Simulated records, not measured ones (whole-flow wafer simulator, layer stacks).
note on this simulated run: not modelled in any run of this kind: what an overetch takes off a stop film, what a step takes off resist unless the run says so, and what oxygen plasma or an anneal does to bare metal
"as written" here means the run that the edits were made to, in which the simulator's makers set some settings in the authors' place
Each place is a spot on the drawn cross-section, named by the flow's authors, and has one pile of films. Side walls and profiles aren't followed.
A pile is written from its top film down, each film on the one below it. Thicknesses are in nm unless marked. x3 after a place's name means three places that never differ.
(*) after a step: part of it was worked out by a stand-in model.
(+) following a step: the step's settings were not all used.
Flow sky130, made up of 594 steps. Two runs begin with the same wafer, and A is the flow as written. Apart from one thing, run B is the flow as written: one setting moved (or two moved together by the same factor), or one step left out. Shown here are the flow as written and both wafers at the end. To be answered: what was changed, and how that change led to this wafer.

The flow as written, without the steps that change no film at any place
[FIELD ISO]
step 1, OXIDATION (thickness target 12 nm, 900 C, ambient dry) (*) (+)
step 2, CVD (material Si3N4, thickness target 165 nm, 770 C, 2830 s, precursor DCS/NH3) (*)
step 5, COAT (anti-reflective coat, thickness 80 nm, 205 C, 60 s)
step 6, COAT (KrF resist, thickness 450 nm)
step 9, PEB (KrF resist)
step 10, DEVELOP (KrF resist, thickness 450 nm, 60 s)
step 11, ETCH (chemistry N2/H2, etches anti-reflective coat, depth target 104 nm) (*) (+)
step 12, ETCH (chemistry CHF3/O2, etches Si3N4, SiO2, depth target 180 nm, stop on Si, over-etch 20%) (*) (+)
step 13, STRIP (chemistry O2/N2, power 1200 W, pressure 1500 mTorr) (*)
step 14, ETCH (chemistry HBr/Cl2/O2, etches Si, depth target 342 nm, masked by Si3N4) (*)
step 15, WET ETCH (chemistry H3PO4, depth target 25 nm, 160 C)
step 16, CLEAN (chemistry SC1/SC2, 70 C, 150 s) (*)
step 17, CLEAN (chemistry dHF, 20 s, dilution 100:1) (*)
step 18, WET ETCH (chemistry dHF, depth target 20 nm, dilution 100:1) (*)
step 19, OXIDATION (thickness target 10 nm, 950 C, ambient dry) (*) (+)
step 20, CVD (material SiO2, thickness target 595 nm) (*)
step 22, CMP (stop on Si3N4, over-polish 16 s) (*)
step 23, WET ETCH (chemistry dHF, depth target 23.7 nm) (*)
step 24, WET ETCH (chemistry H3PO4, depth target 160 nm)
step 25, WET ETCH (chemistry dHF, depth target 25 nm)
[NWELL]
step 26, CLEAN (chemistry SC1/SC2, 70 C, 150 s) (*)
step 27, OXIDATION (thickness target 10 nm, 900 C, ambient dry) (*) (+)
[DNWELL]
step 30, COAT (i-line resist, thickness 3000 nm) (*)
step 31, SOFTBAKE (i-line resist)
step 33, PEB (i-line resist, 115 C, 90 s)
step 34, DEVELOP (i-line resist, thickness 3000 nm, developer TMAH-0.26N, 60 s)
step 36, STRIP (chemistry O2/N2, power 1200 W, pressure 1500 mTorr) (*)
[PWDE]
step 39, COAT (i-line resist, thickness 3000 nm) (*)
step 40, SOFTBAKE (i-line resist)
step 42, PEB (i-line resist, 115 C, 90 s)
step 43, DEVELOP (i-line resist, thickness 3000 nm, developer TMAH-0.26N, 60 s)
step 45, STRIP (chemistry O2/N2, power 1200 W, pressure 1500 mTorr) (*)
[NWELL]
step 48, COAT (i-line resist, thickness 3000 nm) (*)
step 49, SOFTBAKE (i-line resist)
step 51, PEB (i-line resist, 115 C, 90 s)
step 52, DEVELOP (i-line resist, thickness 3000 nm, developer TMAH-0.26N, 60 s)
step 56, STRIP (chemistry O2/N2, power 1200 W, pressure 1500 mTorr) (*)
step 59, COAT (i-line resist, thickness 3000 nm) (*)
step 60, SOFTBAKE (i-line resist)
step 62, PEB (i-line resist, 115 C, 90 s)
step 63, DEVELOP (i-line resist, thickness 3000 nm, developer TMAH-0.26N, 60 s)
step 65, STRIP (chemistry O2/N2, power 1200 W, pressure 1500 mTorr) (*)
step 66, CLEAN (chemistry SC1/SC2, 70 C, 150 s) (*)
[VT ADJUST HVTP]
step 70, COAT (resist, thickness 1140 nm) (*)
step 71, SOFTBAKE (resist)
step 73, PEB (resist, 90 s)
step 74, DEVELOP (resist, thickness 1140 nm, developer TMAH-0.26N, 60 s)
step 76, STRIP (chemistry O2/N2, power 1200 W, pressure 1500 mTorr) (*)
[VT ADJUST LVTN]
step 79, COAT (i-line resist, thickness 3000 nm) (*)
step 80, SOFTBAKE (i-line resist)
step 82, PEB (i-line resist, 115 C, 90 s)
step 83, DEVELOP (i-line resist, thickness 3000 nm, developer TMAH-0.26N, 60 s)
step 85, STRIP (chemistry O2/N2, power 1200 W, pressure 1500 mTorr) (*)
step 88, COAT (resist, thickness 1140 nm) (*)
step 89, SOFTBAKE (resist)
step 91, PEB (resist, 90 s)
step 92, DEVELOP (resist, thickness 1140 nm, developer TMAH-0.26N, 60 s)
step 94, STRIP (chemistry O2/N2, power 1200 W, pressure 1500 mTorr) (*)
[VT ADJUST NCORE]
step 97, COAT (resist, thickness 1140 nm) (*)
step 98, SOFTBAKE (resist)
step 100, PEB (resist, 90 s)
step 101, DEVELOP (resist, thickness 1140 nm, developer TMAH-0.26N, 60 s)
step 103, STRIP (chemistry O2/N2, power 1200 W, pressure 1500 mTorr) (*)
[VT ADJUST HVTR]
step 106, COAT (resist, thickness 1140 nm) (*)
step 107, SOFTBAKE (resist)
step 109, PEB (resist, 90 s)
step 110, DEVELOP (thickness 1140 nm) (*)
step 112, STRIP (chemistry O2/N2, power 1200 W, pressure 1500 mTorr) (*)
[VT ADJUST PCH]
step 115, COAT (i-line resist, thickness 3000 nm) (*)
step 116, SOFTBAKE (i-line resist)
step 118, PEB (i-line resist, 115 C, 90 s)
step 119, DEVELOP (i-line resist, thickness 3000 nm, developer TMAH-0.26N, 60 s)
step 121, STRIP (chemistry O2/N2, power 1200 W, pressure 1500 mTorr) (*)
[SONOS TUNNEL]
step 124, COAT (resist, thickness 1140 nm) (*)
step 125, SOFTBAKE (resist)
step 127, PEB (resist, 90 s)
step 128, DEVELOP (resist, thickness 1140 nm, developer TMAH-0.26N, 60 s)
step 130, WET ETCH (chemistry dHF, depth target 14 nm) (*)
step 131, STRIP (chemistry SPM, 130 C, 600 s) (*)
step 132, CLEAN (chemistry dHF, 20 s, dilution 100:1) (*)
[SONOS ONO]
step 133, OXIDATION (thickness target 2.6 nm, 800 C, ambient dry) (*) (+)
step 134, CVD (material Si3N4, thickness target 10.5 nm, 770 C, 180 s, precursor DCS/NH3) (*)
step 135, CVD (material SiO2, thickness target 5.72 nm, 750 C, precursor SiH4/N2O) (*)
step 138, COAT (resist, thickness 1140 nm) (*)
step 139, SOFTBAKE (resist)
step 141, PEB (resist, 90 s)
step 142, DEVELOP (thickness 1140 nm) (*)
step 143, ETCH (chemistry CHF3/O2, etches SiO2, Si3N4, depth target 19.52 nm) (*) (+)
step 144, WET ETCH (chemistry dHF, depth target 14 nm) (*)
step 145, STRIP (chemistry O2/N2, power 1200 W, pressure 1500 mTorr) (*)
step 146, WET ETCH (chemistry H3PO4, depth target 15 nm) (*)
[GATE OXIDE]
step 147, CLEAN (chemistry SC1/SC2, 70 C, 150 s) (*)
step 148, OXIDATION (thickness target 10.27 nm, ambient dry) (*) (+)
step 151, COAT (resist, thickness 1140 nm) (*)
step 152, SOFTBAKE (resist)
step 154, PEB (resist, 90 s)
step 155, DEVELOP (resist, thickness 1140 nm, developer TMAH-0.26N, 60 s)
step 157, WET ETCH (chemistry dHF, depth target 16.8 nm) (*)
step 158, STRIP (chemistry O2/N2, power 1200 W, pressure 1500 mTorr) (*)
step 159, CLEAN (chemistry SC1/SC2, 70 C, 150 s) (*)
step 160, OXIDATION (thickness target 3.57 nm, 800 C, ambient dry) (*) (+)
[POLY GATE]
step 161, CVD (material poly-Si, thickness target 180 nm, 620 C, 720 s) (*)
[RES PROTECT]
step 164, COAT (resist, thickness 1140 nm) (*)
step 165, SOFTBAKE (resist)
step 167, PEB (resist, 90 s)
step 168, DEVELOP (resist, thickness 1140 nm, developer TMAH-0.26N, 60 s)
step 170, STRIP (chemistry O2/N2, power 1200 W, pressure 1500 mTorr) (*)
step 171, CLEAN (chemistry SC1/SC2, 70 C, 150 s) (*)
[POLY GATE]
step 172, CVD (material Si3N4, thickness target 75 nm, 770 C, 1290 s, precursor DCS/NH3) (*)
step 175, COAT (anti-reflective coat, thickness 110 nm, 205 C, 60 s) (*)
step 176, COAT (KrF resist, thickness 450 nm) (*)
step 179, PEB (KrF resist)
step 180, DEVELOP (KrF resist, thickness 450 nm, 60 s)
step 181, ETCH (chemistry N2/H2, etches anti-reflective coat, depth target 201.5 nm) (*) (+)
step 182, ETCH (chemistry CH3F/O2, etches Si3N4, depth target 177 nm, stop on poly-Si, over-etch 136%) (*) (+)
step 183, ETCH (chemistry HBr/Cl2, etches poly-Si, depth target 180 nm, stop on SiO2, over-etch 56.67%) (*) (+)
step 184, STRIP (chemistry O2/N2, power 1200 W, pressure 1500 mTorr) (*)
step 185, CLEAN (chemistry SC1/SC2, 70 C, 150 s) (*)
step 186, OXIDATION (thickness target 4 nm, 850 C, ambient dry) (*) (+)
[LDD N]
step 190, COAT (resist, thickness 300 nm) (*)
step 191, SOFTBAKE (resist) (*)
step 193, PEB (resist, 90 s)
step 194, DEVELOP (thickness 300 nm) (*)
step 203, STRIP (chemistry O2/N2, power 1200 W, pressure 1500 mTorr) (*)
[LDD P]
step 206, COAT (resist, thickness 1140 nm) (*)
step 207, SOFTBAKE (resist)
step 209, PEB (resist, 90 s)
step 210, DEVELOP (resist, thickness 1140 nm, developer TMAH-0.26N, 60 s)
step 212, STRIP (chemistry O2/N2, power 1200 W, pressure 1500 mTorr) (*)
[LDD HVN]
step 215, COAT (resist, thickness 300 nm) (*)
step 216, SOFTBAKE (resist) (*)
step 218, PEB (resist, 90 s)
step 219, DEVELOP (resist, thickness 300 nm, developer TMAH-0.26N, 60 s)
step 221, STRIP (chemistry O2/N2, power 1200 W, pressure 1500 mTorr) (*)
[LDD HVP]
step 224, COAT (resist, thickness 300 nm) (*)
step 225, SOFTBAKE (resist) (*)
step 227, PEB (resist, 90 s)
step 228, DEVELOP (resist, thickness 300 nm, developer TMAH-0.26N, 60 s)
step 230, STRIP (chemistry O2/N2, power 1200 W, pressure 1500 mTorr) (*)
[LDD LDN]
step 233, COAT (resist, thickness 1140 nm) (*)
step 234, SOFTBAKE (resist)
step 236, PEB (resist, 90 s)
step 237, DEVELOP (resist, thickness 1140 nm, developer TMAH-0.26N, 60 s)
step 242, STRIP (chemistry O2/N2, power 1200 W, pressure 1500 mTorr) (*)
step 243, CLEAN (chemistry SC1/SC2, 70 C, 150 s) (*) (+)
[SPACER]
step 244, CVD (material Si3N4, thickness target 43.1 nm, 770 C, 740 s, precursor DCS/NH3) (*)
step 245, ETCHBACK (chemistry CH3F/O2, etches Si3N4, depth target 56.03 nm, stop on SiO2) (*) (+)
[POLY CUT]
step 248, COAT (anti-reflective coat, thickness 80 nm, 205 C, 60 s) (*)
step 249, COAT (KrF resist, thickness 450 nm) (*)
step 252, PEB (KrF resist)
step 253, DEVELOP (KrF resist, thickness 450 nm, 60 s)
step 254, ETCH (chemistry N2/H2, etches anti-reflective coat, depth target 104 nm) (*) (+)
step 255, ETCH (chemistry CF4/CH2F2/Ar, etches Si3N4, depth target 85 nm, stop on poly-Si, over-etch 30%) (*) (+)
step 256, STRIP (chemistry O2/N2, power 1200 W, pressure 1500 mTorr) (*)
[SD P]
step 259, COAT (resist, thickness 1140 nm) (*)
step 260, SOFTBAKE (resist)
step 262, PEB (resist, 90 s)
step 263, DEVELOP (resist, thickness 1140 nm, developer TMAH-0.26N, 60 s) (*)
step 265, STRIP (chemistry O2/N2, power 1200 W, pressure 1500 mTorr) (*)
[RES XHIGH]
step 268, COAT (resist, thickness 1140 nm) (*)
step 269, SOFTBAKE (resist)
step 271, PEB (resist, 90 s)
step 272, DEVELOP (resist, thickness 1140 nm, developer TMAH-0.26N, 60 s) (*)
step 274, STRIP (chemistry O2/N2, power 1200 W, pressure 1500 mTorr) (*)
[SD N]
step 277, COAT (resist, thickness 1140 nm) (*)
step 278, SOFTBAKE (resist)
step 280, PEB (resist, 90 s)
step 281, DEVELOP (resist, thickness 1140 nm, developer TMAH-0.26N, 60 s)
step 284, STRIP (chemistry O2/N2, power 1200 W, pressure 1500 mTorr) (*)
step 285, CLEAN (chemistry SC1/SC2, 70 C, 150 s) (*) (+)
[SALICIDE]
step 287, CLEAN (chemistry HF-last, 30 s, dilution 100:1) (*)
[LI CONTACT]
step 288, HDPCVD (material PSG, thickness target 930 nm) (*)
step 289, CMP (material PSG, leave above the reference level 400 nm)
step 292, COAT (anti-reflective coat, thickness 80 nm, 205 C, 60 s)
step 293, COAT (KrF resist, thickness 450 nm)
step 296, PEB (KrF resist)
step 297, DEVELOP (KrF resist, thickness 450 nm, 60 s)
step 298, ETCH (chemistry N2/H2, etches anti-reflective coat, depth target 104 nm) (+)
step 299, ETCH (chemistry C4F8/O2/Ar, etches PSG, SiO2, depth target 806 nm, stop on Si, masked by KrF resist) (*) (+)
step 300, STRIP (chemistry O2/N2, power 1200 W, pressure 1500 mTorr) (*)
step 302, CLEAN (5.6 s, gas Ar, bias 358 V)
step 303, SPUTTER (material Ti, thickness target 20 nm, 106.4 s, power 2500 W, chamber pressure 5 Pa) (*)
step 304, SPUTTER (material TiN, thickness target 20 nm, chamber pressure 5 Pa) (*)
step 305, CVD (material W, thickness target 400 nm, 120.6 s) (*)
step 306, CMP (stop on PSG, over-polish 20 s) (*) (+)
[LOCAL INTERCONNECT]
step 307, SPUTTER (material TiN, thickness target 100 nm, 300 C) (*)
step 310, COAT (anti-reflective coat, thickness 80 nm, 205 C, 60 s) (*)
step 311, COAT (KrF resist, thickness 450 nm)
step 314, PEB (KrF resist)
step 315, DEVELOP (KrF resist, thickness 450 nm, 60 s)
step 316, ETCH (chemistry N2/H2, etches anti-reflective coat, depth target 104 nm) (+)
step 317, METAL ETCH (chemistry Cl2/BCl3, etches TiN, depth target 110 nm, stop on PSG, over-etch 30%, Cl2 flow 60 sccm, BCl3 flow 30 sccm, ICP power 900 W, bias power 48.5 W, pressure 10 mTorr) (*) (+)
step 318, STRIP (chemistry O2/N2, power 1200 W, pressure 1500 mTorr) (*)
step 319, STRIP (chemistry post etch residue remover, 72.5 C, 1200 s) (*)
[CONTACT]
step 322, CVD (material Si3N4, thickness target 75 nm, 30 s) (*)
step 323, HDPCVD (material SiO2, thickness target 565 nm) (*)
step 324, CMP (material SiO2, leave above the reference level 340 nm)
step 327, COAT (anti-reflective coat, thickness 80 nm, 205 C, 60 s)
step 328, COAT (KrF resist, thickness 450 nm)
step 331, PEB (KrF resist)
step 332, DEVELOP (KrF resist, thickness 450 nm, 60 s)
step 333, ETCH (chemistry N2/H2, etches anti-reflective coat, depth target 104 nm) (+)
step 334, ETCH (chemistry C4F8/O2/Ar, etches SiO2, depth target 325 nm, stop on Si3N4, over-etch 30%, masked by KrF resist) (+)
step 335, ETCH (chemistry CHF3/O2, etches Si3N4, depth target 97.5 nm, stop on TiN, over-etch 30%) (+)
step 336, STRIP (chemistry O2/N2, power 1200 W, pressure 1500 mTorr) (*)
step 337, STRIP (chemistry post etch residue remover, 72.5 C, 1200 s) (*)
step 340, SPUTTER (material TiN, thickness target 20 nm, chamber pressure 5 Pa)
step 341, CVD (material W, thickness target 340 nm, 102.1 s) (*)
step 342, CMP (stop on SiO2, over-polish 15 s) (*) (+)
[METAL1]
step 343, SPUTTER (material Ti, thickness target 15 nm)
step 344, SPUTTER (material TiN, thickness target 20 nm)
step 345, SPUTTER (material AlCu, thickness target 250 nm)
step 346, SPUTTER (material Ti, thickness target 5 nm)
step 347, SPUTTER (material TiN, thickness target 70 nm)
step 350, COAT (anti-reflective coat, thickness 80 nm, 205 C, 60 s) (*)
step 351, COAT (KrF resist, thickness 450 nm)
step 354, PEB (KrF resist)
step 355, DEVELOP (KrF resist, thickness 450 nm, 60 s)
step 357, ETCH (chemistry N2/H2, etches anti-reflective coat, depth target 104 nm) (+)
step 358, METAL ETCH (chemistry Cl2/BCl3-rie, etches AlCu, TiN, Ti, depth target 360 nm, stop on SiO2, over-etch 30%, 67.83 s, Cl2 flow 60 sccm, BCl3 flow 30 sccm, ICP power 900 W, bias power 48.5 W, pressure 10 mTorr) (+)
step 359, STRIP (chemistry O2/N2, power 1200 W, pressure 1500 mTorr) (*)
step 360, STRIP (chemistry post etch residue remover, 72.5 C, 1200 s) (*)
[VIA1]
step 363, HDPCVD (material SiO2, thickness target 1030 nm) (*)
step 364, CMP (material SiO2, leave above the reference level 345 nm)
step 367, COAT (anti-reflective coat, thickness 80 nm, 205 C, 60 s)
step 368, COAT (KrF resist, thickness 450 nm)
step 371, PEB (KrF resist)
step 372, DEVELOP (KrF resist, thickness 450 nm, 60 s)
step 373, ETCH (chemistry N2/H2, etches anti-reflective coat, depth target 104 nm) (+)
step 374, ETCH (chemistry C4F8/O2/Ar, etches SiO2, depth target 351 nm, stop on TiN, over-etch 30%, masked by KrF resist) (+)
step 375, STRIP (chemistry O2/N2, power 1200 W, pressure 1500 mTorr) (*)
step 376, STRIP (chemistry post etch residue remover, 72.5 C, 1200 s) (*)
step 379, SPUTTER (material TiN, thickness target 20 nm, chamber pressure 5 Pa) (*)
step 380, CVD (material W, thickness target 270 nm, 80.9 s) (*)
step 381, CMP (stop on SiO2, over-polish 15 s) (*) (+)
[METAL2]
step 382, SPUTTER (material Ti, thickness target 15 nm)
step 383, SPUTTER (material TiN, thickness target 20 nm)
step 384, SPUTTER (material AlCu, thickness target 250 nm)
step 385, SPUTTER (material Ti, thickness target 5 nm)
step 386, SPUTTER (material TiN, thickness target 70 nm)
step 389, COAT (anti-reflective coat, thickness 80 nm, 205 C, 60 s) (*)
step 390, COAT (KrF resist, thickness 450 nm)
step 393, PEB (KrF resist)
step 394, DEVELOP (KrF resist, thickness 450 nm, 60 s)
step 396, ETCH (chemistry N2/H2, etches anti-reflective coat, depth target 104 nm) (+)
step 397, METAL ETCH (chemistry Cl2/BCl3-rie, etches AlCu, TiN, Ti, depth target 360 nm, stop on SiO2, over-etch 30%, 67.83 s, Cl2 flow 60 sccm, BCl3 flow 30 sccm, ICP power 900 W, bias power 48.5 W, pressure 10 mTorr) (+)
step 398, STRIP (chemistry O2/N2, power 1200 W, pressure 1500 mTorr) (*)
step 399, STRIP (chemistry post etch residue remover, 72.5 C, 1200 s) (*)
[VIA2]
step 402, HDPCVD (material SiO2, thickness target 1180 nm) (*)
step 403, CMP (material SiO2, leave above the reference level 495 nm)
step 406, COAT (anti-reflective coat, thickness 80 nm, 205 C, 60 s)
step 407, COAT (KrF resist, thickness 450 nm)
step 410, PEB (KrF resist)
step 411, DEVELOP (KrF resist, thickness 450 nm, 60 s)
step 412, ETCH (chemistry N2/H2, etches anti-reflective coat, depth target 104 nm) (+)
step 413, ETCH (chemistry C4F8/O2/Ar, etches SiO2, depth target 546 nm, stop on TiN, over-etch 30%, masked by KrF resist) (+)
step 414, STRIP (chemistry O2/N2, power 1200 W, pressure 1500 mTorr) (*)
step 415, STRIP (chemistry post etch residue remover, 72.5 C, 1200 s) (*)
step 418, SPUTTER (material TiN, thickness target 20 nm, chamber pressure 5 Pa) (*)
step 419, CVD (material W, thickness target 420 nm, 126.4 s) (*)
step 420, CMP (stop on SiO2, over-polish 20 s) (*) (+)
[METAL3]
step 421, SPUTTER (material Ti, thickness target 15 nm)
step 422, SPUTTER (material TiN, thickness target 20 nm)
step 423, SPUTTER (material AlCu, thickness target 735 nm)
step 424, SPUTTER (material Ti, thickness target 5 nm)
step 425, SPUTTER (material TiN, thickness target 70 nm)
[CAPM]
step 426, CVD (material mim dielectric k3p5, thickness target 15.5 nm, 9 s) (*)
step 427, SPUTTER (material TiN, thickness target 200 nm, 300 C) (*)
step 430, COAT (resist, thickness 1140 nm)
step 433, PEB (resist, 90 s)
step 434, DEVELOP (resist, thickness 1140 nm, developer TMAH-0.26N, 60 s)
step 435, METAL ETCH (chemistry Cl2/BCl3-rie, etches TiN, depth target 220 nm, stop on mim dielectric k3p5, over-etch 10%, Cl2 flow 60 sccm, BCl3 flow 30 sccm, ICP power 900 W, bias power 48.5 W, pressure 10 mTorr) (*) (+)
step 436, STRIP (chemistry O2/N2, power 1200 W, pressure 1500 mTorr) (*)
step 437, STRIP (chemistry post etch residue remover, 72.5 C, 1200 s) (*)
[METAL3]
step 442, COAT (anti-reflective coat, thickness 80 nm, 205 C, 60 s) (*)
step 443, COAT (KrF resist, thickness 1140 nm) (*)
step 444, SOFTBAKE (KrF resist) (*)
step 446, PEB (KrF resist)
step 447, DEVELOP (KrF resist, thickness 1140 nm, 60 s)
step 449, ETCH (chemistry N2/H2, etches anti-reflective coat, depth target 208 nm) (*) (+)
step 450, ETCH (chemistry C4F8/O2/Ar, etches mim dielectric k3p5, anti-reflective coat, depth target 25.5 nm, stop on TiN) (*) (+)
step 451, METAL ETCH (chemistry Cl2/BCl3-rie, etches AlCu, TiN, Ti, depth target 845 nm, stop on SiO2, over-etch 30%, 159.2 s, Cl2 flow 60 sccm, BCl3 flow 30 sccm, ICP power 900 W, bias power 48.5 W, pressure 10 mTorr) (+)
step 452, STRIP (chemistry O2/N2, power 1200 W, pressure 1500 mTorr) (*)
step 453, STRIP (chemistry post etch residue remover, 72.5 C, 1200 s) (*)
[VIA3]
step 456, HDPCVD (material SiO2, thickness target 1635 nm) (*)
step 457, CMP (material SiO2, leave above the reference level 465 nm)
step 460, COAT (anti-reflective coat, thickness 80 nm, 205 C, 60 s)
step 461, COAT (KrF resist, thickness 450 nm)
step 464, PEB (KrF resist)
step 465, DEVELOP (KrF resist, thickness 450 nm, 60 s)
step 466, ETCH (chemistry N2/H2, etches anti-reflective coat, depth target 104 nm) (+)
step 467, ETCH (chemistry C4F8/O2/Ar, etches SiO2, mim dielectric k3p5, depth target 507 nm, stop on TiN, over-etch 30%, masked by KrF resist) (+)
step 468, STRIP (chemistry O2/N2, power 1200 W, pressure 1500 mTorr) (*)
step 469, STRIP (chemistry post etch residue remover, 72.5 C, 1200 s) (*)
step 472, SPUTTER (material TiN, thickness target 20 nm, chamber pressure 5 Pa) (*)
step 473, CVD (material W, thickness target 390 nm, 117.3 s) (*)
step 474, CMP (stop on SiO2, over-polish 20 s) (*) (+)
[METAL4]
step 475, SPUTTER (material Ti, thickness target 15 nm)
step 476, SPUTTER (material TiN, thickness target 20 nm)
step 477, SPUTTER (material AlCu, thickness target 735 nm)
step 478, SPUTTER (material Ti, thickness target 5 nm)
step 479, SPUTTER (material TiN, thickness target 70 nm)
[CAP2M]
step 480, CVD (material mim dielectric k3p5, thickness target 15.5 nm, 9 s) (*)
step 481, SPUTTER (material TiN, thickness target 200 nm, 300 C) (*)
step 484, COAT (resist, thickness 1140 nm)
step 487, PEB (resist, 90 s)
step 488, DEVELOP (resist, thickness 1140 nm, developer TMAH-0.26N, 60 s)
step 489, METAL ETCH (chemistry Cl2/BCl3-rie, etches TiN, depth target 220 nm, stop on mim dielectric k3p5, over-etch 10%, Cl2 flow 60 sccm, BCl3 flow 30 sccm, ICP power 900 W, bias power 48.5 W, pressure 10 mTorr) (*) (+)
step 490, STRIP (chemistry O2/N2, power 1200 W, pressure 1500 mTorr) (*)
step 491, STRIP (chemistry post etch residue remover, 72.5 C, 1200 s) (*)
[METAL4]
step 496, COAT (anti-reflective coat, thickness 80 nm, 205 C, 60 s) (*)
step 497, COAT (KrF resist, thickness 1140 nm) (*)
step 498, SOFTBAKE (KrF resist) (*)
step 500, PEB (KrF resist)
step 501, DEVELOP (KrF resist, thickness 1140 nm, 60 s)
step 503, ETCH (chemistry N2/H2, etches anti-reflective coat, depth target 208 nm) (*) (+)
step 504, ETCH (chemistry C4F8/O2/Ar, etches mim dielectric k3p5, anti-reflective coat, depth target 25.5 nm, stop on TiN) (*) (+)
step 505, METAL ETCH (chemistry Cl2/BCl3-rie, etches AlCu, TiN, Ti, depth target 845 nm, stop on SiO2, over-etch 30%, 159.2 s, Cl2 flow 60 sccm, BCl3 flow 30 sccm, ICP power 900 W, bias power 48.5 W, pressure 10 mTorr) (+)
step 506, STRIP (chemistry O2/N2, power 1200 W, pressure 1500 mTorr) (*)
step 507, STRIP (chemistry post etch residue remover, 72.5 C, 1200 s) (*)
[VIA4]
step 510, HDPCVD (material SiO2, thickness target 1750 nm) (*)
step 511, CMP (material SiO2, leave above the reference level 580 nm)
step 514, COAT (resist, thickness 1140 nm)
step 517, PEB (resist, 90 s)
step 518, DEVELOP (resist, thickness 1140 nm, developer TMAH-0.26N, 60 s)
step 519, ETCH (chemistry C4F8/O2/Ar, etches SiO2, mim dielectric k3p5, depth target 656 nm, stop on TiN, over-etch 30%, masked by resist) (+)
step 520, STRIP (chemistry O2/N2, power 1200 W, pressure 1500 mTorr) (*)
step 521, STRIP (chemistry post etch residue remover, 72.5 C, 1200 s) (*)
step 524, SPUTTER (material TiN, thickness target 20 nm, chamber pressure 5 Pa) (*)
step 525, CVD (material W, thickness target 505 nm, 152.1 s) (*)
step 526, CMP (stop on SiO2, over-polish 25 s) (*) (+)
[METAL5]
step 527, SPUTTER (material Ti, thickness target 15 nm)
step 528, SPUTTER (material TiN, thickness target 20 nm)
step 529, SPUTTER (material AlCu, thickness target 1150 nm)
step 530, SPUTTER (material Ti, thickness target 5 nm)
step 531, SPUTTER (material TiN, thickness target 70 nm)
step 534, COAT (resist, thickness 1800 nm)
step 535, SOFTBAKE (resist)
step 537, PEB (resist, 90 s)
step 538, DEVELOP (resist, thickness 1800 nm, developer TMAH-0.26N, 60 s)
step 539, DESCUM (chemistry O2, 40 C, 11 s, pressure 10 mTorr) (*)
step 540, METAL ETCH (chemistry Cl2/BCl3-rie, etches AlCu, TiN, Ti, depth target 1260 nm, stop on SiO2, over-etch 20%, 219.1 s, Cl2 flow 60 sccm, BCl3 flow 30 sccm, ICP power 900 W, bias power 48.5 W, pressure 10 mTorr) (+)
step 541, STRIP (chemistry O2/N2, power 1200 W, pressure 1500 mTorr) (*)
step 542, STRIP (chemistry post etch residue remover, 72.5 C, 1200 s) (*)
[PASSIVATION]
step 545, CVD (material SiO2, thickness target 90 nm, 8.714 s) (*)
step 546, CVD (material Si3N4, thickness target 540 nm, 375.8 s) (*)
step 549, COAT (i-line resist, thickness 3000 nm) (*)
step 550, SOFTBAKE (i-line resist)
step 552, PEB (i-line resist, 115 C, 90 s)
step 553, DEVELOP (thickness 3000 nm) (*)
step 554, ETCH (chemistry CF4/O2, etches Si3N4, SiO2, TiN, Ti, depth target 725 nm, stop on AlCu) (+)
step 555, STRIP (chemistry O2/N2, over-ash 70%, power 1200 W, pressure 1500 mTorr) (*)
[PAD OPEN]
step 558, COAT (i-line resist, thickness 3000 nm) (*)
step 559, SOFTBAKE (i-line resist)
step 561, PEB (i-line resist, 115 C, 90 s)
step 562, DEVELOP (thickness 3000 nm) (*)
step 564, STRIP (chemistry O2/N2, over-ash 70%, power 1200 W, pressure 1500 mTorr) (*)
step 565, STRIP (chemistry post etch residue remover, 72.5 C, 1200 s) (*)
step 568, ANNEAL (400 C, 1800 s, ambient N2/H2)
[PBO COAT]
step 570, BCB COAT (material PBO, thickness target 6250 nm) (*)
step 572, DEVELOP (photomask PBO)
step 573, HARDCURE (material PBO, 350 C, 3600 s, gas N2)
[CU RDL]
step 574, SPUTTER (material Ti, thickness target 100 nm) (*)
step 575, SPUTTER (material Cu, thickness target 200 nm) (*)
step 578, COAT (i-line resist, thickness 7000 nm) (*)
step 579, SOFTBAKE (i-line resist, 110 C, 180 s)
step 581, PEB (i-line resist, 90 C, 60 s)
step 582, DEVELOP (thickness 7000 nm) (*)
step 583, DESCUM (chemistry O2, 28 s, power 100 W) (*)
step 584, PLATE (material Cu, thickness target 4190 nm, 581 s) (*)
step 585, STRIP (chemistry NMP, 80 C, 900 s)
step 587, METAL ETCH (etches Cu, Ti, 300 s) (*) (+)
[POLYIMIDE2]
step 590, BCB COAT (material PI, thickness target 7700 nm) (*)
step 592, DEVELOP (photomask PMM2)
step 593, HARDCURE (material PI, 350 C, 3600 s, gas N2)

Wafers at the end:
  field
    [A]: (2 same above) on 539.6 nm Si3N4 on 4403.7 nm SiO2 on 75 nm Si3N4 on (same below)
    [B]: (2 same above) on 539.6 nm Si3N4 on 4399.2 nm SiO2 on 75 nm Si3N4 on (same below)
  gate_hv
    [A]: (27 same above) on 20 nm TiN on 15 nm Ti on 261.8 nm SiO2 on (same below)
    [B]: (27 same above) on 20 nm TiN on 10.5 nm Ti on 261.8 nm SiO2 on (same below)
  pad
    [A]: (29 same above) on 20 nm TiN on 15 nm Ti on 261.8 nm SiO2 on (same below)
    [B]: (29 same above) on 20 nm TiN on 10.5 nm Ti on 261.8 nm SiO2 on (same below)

The reason: step 343, SPUTTER: thickness target 10.5 nm was run, whereas the flow has thickness target 15 nm.
The wafer lets one read it off: gate_hv has Ti 10.5, and step 343 as written asks for 15 nm.

Step by step, how the change led to this:
  step 343, SPUTTER (material Ti, thickness target 15 nm)
      field, active, n_well and 188 more: A +15 Ti (new film) | B +10.5 Ti (new film)
  step 358, METAL ETCH (chemistry Cl2/BCl3-rie, etches AlCu, TiN, Ti, depth target 360 nm, stop on SiO2, over-etch 30%, 67.83 s, Cl2 flow 60 sccm, BCl3 flow 30 sccm, ICP power 900 W, bias power 48.5 W, pressure 10 mTorr) (+)
      field, active, gate and 81 more: A -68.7 TiN (all of it), -5 Ti (all of it), -250 AlCu (all of it), -20 TiN (all of it), -15 Ti (all of it), -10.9 SiO2 | B -68.7 TiN (all of it), -5 Ti (all of it), -250 AlCu (all of it), -20 TiN (all of it), -10.5 Ti (all of it), -11.4 SiO2
